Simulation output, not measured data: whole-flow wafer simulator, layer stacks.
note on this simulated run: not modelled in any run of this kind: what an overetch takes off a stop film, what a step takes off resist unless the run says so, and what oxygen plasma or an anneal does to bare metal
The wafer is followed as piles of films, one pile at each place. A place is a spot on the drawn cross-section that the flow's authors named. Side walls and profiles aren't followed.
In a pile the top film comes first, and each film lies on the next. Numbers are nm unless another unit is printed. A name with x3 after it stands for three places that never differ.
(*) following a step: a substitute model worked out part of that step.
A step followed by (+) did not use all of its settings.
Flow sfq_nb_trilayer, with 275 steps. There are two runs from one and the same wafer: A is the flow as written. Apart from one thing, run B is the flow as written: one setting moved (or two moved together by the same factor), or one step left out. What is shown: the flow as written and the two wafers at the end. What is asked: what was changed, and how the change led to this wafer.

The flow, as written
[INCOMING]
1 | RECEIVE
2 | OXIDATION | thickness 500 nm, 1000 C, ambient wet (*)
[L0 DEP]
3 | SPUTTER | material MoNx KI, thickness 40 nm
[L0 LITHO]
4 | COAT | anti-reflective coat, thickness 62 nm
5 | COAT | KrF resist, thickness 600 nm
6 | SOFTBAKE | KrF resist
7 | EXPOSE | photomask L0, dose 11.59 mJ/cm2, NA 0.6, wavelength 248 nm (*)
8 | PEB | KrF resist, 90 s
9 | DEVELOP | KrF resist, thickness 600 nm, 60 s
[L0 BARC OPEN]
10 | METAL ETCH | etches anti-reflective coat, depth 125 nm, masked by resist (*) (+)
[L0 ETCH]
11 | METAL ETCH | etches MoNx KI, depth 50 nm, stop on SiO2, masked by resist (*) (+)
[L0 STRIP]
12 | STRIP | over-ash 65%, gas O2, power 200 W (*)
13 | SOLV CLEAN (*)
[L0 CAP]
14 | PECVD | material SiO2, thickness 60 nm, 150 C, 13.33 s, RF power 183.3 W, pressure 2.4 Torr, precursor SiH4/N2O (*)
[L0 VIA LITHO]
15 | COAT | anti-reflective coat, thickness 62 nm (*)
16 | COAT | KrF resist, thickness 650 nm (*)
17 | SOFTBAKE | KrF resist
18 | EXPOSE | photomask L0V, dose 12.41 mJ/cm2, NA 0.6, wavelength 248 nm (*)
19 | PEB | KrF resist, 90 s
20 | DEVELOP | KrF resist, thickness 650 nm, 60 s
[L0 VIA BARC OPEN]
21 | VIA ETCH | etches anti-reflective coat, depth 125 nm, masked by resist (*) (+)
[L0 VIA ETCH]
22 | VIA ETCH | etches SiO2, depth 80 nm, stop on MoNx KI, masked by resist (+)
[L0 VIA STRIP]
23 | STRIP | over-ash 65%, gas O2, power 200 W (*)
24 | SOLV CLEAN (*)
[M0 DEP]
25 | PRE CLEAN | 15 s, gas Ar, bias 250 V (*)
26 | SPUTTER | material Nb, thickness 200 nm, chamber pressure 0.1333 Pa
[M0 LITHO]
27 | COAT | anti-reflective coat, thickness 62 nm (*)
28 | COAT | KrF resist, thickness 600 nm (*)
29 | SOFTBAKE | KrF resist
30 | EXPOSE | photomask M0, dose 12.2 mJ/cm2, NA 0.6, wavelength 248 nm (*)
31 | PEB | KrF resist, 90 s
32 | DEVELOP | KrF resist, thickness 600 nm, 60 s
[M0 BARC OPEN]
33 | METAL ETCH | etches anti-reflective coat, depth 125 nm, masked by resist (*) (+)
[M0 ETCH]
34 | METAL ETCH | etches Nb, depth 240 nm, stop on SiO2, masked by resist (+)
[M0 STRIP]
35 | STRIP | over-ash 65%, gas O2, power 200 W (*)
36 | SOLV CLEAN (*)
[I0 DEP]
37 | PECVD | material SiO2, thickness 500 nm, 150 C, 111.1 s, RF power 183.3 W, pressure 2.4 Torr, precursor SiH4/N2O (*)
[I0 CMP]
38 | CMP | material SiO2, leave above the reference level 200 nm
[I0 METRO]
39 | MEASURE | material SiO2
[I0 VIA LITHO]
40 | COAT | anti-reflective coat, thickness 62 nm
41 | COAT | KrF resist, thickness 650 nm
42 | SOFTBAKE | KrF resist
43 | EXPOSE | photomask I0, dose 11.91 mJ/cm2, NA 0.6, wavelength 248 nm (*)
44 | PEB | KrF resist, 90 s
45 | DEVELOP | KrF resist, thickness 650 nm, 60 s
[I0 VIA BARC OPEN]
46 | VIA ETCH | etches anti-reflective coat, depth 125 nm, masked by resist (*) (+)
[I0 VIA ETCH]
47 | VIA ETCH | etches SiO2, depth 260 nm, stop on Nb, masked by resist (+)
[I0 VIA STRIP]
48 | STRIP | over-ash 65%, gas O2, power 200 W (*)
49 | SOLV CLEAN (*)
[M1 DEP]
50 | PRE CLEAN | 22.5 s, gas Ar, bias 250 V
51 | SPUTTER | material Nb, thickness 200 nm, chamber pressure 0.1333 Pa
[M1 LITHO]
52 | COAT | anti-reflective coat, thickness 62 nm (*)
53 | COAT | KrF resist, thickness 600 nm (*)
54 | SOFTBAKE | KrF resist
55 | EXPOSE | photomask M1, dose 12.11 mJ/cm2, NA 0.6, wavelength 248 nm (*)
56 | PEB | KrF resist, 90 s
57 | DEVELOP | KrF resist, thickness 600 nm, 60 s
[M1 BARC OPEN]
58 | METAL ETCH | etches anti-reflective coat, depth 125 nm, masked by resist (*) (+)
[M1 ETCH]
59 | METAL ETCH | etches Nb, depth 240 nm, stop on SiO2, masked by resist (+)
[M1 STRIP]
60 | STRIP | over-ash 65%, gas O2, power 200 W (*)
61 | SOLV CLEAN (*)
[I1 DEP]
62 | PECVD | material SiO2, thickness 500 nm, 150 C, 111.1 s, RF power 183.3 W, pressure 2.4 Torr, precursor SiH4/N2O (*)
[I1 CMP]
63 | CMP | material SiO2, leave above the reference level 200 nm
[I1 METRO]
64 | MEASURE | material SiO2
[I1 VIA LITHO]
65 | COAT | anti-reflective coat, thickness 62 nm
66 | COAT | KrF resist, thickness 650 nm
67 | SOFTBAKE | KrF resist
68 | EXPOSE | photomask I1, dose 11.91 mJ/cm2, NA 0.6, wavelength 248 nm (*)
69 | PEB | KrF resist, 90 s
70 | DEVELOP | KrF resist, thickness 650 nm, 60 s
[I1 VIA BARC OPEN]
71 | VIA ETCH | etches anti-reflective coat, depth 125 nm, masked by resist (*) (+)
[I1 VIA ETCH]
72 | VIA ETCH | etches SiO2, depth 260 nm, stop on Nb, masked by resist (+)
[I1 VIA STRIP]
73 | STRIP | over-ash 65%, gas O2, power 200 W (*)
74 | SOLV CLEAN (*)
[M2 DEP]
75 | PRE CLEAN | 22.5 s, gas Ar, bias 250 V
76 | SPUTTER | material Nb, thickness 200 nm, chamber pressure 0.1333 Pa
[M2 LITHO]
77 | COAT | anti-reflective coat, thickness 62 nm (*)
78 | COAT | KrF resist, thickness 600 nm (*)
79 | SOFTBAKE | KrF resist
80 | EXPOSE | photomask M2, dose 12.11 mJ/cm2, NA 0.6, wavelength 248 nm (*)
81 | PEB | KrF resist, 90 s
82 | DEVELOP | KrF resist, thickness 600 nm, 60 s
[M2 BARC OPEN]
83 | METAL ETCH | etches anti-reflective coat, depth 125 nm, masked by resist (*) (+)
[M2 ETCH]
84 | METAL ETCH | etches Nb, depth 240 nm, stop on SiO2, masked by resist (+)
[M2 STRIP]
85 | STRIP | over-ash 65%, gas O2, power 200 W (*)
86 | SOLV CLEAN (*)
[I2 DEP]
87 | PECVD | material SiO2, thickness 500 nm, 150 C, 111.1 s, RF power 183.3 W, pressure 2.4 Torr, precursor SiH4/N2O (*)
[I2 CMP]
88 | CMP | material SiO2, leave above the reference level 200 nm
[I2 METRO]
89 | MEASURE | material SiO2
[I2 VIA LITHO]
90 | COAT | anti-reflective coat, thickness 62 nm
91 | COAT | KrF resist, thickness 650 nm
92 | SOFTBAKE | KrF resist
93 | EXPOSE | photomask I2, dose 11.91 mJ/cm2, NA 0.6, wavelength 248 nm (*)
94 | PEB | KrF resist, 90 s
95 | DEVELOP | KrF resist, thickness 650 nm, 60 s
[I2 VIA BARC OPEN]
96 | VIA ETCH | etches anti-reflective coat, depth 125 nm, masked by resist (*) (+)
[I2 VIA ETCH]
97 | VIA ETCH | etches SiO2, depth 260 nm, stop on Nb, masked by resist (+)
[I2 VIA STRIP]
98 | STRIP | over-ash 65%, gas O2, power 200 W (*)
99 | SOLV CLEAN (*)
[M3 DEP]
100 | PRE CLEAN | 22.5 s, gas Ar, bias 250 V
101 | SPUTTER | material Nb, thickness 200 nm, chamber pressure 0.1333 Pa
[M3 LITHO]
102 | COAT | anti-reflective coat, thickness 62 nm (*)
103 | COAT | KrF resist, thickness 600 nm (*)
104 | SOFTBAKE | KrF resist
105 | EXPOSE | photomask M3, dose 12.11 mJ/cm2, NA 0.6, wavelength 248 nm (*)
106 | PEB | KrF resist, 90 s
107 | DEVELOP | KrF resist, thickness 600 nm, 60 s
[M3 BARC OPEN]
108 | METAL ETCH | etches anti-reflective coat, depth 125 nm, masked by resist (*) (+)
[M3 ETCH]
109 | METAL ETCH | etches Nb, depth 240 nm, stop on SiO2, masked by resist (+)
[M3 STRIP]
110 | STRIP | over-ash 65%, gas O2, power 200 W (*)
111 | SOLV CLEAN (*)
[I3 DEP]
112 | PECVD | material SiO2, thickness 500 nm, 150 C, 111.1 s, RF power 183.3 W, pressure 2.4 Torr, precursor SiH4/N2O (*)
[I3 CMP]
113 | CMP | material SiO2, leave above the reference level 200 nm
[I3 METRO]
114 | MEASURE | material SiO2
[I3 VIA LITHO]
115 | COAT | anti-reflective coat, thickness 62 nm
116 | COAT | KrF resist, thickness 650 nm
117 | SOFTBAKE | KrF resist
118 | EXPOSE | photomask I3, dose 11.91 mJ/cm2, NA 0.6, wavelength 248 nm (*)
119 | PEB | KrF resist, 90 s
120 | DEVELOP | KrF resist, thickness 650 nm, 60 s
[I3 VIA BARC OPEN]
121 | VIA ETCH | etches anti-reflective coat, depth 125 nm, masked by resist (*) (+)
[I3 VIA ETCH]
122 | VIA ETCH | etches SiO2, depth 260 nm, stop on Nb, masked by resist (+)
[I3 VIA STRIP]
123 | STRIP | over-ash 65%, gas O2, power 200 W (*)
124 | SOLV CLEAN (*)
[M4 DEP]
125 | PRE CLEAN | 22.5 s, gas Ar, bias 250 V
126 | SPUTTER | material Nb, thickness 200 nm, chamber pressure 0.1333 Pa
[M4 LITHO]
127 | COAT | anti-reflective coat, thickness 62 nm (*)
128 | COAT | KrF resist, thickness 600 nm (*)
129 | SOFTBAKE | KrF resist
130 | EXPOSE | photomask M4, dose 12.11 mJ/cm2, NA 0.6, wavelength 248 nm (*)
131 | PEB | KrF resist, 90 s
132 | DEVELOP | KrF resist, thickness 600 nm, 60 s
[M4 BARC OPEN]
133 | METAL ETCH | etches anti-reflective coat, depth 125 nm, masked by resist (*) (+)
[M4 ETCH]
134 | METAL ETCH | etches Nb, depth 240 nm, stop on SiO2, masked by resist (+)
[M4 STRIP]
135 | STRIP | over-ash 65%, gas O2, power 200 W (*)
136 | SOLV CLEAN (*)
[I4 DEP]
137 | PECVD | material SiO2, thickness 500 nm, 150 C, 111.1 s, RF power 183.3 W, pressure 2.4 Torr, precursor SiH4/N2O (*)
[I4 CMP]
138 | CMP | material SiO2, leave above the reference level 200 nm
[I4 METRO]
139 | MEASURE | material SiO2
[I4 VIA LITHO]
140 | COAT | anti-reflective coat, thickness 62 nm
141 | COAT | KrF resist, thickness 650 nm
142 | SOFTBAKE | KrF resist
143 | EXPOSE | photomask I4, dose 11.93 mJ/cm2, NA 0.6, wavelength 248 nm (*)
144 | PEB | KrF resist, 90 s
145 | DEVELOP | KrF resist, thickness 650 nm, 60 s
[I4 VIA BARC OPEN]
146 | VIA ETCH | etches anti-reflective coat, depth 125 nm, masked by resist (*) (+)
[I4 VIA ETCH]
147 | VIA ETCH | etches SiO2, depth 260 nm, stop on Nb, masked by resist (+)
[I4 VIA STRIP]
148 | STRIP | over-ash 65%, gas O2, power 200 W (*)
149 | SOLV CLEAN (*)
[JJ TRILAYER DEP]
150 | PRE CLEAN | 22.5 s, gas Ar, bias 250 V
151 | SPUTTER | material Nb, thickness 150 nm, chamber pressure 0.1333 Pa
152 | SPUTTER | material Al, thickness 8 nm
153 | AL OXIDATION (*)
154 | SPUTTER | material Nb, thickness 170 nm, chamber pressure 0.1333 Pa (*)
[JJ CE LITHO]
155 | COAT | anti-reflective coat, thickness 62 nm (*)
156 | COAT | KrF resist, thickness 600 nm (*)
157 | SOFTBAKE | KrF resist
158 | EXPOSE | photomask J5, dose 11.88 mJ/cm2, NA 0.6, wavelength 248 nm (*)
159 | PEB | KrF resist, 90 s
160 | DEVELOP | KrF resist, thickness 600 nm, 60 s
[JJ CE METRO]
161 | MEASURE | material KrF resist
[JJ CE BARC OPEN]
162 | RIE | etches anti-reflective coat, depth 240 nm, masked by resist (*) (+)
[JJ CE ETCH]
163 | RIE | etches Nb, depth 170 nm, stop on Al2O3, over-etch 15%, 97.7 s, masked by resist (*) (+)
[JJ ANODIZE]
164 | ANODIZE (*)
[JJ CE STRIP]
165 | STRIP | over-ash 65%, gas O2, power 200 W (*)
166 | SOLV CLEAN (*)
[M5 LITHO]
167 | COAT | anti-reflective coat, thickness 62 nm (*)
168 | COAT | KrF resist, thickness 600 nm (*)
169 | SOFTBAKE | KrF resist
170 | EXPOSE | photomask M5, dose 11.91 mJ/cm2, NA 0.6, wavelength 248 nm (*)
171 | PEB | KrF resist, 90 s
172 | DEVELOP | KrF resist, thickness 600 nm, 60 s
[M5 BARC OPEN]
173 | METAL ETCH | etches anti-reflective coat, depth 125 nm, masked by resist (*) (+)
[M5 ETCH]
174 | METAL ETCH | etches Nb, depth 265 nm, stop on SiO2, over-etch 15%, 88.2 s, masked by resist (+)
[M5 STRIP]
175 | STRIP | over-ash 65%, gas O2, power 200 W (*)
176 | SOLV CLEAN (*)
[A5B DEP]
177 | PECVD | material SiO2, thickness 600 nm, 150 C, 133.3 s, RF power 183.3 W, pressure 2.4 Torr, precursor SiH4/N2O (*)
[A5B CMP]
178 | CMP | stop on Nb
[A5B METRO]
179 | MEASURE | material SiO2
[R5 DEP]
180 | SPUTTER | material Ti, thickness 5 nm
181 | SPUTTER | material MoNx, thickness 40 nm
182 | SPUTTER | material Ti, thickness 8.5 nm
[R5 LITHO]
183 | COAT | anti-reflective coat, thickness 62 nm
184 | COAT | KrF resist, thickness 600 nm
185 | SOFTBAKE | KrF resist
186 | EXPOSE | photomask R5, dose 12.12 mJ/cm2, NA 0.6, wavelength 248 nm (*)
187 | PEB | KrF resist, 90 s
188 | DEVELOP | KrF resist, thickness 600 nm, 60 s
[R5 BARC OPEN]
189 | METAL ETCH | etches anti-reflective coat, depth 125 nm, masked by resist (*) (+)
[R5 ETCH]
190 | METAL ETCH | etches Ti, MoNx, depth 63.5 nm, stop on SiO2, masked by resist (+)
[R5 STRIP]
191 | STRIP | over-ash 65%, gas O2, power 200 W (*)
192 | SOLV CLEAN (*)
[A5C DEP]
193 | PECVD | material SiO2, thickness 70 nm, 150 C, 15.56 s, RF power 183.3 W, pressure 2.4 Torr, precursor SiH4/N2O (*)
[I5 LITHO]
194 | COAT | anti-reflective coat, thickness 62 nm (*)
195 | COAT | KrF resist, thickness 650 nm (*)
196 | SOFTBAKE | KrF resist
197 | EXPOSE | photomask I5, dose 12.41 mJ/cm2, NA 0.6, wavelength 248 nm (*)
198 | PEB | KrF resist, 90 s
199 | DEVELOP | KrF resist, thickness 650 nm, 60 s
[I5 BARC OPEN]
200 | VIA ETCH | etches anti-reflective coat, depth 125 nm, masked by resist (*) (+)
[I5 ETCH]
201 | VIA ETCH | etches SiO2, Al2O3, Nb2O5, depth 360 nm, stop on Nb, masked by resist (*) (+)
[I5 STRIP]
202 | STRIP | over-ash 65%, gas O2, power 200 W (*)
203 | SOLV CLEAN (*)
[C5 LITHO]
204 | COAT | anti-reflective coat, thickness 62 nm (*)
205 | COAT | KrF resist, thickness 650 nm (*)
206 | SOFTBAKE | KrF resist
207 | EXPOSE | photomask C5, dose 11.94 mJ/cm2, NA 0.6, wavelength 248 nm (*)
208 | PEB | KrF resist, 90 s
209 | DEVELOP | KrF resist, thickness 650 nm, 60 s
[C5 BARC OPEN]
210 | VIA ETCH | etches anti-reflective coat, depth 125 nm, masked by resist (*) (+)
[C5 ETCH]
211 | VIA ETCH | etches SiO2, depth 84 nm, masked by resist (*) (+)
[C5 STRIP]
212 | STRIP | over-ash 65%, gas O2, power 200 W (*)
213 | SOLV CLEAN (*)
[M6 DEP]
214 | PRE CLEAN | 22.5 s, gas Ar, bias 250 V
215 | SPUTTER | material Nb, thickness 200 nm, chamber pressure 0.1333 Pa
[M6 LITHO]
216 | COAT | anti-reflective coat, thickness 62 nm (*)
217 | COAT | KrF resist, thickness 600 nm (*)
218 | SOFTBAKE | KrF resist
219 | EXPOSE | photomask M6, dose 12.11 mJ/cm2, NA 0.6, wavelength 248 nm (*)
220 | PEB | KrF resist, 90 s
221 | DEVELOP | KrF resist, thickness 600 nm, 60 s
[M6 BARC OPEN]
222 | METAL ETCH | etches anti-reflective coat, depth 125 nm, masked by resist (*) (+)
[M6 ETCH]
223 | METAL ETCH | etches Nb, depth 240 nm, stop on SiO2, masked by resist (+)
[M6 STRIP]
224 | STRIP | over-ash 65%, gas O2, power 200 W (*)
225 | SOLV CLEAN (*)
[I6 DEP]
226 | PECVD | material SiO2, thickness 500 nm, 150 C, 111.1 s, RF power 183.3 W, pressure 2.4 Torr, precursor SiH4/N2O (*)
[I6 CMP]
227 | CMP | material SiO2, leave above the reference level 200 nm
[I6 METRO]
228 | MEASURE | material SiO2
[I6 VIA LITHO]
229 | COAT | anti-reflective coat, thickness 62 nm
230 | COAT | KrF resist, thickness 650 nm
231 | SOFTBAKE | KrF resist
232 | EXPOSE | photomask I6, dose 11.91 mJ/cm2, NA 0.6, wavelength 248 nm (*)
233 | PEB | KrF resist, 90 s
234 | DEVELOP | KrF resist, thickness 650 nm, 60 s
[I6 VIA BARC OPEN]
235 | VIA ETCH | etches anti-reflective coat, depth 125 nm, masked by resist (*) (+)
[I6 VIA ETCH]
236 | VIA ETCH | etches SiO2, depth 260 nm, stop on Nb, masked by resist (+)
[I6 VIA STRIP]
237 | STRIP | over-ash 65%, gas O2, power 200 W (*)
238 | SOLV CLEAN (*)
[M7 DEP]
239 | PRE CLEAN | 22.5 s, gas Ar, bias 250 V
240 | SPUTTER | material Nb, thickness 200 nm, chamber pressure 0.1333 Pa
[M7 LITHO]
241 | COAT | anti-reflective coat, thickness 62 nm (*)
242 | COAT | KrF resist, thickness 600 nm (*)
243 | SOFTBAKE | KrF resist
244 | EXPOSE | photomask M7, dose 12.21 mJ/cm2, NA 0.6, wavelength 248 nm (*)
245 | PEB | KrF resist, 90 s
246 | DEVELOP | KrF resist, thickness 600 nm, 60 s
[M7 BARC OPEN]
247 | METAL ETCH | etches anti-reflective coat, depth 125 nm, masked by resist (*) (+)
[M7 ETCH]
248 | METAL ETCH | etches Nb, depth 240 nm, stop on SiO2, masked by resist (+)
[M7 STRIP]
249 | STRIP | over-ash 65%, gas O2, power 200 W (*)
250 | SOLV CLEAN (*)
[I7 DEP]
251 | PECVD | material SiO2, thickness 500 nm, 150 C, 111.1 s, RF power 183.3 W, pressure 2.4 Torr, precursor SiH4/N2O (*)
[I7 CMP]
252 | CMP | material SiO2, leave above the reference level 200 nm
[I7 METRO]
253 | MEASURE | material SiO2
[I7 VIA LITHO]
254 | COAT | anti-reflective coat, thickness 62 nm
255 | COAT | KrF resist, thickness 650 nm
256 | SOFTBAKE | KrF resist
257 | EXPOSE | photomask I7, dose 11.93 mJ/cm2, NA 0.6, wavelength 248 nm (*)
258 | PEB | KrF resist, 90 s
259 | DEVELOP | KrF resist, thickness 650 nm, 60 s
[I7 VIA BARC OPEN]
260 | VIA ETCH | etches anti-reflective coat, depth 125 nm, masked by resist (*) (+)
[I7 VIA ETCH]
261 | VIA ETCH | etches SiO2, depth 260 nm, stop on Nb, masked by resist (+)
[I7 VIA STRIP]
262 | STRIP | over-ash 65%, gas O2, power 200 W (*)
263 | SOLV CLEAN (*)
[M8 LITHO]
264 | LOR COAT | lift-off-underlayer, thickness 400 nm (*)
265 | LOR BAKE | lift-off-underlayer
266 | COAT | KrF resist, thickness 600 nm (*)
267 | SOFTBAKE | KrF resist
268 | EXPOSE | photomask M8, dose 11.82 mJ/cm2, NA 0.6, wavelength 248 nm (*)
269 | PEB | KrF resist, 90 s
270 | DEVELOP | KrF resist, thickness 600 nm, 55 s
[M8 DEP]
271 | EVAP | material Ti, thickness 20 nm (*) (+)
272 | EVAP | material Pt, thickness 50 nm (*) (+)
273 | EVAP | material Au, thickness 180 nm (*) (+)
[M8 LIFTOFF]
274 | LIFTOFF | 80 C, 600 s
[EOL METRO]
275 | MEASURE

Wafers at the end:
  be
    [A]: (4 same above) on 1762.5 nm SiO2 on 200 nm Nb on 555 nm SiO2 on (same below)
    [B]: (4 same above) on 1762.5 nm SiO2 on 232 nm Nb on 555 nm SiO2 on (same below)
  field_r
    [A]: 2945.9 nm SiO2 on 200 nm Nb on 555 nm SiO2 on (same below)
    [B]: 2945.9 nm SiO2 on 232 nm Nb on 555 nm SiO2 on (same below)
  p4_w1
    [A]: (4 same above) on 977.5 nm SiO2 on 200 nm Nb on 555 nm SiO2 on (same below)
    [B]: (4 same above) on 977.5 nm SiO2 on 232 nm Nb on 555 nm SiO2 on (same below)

What caused this: step 26, SPUTTER: thickness 232 nm was run, though the flow has thickness 200 nm.
The wafer itself shows it: be has Nb 232, and step 26 as written asks for 200 nm.

The path from the change to this, step by step:
  26 | SPUTTER | material Nb, thickness 200 nm, chamber pressure 0.1333 Pa
      field_l, v_sur, via_wl and 102 more: A Nb gains 200 (new film) | B Nb gains 232 (new film)
      l0v: A Nb gains 195.7 (new film) | B Nb gains 227.7 (new film)
  34 | METAL ETCH | etches Nb, depth 240 nm, stop on SiO2, masked by resist (+)
      moat, m0r_space_l, m0r_space_r: A Nb loses 200 (all of it) | B Nb loses 232 (all of it)
  37 | PECVD | material SiO2, thickness 500 nm, 150 C, 111.1 s, RF power 183.3 W, pressure 2.4 Torr, precursor SiH4/N2O (*)
      moat, m0r_space_l, m0r_space_r: A SiO2 gains 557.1 | B SiO2 gains 589.1
